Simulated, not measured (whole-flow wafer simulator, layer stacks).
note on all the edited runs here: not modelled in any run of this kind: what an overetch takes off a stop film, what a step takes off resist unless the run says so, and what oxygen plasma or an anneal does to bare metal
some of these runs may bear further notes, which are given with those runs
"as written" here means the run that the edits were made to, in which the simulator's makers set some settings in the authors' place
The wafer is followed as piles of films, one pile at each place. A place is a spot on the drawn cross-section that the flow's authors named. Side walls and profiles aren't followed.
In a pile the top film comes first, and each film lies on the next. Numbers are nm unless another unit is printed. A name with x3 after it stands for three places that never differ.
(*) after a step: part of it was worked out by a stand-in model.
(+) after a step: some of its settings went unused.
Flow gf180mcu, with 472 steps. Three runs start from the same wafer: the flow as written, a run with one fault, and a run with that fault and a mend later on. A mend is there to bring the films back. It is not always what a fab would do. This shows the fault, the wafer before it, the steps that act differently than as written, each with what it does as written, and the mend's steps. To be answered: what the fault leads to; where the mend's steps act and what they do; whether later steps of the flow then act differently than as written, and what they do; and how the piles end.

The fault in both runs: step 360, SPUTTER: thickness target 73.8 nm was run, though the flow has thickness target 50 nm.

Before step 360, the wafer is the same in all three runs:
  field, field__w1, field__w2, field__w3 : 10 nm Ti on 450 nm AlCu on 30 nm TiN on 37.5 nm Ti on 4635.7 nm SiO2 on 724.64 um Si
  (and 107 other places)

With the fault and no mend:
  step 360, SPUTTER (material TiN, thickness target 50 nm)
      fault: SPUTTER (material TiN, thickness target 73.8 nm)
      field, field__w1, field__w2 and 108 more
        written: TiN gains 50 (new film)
        fault: TiN gains 73.8 (new film)
  Steps further on in the flow that do not act as written (3 other steps are not shown; they differ only slightly, by no more than 2% or 0.5 nm, whichever is larger):
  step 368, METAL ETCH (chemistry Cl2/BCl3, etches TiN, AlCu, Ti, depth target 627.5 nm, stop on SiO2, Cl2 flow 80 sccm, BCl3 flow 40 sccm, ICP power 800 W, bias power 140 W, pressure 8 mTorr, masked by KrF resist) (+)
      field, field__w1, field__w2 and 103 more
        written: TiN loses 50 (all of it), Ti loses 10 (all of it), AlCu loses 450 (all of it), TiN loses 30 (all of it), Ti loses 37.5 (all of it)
        fault: TiN loses 73.8 (all of it), Ti loses 10 (all of it), AlCu loses 450 (all of it), TiN loses 30 (all of it), Ti loses 37.5 (all of it)
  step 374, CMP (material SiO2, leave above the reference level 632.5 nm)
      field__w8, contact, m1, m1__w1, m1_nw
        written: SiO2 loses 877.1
        fault: SiO2 loses 900.9
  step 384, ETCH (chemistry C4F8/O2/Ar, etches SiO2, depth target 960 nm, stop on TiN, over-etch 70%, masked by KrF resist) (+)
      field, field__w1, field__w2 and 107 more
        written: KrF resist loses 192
        fault: KrF resist loses 186.5
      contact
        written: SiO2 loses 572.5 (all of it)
        fault: SiO2 loses 548.7 (all of it)
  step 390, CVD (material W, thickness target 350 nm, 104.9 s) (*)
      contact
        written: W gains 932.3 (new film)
        fault: W gains 908.3 (new film)
  By the end, the piles at field__w8, contact, m1, m1__w1, m1_nw depart from the flow's by more than 2% or 0.5 nm, whichever is larger.
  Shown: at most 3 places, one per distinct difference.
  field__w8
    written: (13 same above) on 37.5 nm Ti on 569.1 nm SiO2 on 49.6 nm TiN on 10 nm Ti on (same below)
    fault: (13 same above) on 37.5 nm Ti on 545.3 nm SiO2 on 73.4 nm TiN on 10 nm Ti on (same below)
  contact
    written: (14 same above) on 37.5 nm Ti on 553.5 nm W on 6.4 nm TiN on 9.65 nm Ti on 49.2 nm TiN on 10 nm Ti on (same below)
    fault: (14 same above) on 37.5 nm Ti on 529.5 nm W on 6.49 nm TiN on 9.79 nm Ti on 73 nm TiN on 10 nm Ti on (same below)

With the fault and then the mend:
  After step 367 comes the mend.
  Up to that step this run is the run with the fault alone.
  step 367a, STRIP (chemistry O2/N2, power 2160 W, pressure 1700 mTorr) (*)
      field__w8, contact, m1, m1__w1, m1_nw
        KrF resist loses 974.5 (all of it)
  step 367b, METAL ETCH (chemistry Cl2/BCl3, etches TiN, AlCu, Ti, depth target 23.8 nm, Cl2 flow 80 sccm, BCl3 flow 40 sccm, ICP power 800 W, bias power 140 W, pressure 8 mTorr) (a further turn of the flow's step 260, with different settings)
      field, field__w1, field__w2 and 108 more
        TiN loses 23.8
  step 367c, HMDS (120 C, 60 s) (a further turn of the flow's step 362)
      leaves every film unchanged at each place that is followed
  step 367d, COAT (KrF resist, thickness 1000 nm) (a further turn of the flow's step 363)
      field, field__w1, field__w2 and 108 more
        KrF resist gains 1000 (new film)
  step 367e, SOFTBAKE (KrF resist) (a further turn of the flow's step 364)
      leaves every film unchanged at each place that is followed
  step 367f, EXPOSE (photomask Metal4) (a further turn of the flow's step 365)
      leaves every film unchanged at each place that is followed
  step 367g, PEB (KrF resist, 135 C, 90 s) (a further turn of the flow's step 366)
      field, field__w1, field__w2 and 108 more
        KrF resist loses 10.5
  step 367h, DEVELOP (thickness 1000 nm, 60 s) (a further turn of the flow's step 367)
      field, field__w1, field__w2 and 103 more
        KrF resist loses 989.5 (all of it)
      field__w8, contact, m1, m1__w1, m1_nw
        KrF resist loses 14.9
  None of the later steps of the flow acts differently than as written at any place that is followed.
  The piles end the same as the flow's at every place that both follow.
